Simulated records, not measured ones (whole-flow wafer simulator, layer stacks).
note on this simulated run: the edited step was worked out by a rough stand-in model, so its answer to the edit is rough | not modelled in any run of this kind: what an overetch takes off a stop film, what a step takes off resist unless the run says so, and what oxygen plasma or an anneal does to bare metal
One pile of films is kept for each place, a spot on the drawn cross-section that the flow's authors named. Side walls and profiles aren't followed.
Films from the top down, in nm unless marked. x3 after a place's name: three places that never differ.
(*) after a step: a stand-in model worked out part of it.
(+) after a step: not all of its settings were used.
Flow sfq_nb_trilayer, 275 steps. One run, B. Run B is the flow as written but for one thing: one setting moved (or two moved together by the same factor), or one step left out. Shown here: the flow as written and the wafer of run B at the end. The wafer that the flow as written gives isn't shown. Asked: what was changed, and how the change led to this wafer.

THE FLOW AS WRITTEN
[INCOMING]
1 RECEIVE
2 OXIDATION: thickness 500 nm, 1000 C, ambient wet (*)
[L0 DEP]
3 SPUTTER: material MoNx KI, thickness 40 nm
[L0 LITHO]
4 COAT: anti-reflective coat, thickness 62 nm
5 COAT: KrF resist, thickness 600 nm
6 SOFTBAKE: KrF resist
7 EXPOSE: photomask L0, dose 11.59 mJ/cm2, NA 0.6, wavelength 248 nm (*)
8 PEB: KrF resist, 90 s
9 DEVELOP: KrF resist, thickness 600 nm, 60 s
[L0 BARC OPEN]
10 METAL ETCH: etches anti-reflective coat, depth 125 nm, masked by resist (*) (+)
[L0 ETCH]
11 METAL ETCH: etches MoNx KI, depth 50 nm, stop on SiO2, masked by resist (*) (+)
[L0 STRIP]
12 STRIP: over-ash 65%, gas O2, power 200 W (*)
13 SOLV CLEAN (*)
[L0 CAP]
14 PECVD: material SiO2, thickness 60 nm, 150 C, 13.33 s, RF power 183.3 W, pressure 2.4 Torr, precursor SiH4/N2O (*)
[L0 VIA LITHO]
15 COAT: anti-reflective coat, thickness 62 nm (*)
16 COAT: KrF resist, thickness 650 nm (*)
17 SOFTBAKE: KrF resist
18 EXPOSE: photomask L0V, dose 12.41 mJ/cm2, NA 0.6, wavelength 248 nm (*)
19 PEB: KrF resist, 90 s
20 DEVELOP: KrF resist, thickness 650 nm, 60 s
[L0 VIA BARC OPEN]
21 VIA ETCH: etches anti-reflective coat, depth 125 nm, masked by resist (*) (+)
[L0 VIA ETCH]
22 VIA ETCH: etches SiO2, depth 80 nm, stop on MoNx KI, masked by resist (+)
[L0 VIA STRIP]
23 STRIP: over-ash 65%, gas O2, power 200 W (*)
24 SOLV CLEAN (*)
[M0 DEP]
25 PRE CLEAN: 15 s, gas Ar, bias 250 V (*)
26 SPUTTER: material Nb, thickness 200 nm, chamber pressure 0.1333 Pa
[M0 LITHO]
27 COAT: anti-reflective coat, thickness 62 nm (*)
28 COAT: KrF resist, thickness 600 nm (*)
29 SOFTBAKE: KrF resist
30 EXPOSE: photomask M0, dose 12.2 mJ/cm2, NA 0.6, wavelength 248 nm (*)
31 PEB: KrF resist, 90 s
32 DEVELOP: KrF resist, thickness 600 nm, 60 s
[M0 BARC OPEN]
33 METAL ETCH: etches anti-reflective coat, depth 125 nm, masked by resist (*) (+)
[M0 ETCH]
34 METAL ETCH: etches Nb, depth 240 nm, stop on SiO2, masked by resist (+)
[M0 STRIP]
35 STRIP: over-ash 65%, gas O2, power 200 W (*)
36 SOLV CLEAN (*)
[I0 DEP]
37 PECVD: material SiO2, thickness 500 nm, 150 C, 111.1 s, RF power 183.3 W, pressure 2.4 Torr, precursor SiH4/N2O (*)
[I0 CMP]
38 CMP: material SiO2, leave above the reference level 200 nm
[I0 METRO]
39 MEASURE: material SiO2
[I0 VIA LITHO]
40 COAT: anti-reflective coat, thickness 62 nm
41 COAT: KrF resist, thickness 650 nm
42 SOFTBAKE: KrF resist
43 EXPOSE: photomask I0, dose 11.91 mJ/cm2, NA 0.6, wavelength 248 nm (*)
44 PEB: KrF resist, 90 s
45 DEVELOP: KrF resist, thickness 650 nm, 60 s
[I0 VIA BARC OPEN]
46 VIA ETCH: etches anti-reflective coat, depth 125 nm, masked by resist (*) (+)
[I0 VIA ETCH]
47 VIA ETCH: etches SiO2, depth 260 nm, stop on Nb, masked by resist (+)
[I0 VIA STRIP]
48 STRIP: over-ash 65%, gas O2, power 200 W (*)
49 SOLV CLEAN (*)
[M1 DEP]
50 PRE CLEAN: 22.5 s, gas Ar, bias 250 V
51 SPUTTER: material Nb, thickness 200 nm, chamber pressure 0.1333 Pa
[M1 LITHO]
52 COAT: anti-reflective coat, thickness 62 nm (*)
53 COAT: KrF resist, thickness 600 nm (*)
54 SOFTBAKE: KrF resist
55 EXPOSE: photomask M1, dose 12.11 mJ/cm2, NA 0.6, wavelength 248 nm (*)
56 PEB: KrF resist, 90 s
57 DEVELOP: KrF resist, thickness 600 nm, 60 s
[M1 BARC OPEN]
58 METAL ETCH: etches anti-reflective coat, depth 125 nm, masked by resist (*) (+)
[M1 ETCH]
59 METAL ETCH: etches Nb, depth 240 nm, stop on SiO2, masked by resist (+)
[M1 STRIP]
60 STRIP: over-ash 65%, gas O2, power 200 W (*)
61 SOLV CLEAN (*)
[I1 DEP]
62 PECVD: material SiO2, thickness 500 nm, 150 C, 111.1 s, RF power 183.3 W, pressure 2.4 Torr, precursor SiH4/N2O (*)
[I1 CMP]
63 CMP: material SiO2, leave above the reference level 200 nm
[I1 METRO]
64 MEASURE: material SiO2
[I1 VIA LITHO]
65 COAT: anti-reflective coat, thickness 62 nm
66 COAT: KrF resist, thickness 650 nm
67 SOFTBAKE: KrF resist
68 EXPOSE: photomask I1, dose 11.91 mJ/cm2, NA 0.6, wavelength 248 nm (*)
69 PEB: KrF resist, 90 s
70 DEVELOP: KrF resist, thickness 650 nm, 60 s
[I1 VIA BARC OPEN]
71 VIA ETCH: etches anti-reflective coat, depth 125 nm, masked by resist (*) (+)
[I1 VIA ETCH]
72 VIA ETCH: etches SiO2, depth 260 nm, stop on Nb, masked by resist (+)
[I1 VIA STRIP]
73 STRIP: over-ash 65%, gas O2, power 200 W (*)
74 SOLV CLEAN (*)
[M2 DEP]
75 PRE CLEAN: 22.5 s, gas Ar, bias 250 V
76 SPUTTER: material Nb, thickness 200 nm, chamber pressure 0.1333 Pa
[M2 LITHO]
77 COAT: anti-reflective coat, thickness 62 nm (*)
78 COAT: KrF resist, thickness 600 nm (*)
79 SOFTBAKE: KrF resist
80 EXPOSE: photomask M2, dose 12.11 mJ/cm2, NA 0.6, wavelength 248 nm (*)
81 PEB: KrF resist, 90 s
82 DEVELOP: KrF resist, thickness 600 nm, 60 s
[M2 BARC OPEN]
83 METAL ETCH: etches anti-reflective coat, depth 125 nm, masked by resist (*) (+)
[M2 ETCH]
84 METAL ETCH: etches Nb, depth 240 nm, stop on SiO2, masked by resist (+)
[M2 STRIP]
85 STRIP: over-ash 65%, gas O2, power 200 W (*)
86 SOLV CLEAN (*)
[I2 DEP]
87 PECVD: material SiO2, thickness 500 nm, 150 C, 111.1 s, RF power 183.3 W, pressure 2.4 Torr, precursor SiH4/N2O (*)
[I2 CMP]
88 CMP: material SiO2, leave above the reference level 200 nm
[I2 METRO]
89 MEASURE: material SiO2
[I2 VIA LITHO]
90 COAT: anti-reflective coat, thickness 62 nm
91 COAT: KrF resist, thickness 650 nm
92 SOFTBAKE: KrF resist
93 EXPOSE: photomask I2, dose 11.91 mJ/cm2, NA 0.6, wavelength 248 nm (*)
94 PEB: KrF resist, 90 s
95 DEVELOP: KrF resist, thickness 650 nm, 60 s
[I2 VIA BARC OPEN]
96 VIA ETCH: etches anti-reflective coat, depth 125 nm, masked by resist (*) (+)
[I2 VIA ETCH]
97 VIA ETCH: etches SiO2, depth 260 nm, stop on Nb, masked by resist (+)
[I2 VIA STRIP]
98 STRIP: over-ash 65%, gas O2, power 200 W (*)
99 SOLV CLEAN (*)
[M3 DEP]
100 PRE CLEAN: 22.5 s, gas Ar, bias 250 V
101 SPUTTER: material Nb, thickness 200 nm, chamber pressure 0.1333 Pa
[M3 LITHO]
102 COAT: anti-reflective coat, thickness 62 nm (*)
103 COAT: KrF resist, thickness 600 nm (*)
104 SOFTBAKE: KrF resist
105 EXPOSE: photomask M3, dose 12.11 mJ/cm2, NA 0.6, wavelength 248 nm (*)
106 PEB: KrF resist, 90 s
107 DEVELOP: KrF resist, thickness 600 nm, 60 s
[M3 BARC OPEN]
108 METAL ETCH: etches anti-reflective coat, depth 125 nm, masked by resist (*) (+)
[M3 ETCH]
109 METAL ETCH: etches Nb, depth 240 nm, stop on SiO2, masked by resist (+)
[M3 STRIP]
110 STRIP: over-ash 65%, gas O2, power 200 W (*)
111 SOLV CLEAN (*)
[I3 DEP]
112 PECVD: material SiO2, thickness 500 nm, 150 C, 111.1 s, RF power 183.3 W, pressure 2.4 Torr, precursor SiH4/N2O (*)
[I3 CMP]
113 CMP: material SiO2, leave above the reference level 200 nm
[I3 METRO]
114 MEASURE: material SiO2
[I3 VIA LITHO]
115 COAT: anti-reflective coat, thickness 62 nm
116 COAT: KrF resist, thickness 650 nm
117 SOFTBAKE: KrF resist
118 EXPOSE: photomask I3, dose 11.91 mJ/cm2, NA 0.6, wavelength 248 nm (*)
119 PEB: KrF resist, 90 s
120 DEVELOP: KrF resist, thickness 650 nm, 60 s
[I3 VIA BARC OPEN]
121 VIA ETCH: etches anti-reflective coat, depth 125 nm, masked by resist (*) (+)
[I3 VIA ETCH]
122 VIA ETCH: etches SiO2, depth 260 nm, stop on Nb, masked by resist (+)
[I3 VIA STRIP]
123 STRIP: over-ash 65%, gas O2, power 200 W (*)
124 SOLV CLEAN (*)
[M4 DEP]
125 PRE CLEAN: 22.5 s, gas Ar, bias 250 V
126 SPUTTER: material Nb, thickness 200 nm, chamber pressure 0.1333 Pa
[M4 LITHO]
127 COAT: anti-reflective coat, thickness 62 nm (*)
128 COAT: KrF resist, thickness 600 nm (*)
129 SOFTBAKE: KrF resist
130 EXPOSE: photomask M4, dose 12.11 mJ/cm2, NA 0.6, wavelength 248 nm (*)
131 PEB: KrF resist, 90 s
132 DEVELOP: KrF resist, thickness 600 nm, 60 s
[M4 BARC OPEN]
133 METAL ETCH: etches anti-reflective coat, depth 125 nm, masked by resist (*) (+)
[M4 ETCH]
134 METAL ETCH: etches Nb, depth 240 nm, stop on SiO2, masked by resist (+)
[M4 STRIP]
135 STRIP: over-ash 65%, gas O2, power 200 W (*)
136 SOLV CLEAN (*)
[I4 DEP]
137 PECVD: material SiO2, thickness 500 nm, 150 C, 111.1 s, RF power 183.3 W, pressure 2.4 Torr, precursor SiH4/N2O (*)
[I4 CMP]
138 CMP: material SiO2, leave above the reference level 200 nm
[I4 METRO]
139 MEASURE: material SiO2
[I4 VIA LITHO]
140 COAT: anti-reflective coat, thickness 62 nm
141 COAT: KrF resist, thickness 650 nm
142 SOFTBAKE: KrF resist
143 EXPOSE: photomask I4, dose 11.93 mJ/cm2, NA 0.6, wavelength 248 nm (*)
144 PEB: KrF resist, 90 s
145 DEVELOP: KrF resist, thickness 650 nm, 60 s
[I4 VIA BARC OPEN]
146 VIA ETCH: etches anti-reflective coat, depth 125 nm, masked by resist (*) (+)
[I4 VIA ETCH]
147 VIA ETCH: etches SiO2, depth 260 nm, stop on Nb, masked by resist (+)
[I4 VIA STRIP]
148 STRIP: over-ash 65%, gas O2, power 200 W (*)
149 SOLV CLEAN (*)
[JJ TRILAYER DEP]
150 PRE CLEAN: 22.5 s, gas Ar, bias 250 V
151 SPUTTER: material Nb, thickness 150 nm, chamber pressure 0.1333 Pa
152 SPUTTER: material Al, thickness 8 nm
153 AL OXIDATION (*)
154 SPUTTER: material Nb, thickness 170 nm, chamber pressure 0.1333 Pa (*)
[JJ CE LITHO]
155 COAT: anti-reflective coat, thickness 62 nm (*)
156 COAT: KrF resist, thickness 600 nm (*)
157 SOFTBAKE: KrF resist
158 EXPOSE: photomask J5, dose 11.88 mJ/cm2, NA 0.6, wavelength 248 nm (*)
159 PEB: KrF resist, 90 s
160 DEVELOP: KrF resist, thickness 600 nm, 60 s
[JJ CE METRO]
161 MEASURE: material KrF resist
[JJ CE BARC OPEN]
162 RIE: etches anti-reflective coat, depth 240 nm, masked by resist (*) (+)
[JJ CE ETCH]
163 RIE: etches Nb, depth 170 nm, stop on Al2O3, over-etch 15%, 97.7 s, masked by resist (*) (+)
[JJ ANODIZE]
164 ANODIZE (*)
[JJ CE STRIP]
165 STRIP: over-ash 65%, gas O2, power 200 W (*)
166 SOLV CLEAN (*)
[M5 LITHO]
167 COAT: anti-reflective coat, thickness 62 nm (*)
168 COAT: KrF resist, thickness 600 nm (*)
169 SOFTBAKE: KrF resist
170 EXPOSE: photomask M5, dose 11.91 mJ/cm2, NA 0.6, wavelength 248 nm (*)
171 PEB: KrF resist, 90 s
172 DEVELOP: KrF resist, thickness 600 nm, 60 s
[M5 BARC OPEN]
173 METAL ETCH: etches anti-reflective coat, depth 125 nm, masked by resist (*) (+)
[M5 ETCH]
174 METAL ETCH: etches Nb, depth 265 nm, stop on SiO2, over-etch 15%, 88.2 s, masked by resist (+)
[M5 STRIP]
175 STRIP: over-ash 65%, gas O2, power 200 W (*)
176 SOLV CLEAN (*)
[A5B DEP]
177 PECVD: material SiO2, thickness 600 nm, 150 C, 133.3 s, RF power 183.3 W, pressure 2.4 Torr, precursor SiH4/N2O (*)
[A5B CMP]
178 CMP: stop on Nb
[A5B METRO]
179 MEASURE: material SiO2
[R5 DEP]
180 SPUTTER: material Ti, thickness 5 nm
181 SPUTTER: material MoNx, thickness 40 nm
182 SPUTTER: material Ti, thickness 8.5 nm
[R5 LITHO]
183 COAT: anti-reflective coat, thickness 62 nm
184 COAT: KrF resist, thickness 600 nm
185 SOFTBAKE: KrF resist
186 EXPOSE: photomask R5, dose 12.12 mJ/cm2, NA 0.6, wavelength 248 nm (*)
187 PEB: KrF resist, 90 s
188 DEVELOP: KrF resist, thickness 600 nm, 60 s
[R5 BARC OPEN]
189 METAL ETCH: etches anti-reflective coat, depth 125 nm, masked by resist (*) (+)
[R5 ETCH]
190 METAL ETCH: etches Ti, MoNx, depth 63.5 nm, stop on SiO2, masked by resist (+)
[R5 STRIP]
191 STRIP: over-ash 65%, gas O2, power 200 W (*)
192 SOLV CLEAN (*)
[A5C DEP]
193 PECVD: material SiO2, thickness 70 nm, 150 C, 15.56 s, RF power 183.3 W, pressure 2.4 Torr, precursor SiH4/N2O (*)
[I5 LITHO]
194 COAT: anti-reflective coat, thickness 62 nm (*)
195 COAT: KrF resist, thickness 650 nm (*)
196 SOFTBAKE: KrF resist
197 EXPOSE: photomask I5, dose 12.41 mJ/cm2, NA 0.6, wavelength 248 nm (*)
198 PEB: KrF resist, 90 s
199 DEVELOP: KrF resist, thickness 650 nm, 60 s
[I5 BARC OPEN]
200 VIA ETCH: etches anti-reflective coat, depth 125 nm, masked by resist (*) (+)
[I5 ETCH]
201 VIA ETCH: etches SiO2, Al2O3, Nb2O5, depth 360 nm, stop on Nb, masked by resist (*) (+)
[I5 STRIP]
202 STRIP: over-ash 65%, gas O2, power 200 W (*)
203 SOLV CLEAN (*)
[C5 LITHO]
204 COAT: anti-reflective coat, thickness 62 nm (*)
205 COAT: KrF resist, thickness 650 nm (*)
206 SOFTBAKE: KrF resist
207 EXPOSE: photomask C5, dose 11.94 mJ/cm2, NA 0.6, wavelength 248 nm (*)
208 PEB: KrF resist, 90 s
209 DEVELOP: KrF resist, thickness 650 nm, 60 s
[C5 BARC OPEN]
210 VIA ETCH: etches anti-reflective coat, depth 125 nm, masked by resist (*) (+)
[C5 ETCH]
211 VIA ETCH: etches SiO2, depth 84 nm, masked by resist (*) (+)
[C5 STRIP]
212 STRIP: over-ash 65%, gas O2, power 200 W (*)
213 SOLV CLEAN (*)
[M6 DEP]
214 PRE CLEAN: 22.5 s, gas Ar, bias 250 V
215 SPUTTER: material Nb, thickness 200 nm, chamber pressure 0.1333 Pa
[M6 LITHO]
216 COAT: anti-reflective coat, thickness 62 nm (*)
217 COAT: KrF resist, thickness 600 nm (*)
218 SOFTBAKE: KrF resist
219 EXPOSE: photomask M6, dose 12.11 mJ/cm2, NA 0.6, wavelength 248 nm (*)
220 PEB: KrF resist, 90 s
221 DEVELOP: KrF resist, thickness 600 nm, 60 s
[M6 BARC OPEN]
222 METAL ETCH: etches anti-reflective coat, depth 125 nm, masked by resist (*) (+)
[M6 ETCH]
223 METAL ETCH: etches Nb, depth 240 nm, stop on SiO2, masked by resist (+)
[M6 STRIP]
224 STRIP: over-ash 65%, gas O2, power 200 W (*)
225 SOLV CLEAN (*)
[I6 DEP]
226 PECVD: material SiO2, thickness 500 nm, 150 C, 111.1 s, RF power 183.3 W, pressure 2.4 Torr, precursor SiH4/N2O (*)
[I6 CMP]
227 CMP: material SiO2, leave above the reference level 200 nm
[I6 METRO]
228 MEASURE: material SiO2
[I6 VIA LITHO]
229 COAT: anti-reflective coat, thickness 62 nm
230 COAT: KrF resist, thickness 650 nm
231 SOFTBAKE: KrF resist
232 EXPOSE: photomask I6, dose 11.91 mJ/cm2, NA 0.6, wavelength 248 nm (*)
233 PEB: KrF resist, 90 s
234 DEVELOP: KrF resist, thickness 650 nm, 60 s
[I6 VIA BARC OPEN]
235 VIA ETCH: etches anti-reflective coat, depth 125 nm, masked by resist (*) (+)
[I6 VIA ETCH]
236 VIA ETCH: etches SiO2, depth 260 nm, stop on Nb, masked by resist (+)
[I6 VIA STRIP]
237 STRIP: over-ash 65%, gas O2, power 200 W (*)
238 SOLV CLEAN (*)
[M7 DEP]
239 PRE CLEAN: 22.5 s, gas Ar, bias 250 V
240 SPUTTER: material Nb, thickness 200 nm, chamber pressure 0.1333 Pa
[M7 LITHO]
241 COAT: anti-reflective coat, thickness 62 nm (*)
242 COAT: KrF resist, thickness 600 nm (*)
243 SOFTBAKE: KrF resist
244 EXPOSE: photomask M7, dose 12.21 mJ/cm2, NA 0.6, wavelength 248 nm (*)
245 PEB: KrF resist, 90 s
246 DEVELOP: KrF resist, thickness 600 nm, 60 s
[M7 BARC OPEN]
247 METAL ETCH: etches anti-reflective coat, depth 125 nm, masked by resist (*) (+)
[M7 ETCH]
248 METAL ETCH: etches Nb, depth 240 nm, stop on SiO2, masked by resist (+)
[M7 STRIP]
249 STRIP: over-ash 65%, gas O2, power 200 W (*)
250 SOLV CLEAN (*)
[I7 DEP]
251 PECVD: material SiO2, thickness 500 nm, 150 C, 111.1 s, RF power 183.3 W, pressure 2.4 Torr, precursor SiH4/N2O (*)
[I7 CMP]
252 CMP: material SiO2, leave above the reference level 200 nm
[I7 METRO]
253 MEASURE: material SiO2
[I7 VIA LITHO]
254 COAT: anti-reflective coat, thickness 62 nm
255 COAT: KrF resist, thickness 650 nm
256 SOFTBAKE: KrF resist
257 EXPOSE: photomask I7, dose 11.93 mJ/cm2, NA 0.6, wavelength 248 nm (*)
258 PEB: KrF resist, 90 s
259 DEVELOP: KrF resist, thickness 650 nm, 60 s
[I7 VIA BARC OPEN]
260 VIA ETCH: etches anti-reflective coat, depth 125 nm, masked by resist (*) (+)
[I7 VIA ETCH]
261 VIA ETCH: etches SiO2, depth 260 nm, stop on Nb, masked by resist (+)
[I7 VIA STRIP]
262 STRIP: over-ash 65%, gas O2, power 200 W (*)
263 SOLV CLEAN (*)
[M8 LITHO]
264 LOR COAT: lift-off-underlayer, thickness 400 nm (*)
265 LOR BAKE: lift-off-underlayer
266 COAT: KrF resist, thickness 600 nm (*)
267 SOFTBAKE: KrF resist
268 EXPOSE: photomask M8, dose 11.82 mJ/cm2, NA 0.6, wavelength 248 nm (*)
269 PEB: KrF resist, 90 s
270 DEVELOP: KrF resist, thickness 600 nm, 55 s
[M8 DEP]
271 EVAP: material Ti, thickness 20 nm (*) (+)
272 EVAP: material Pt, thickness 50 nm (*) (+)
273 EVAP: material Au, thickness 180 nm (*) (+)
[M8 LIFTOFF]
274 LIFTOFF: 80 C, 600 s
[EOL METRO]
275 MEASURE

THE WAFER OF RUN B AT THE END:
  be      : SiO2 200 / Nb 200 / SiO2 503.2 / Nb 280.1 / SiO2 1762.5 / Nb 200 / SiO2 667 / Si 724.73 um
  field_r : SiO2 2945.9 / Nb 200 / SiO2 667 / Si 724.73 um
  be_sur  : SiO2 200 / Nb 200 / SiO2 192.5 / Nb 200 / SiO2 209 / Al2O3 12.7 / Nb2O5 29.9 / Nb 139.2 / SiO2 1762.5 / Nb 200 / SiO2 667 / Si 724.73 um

The cause: step 2, OXIDATION: thickness 612 nm was run, where the flow has thickness 500 nm.

How the change led to this, step by step:
  2 OXIDATION: thickness 500 nm, 1000 C, ambient wet (*)
      field_l, v_sur, via_wl and 103 more: SiO2 +612 (new film), chemical SiO2 -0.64 (all of it), Si -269 (as written it would be: SiO2 +500 (new film), chemical SiO2 -0.64 (all of it), Si -219.7)
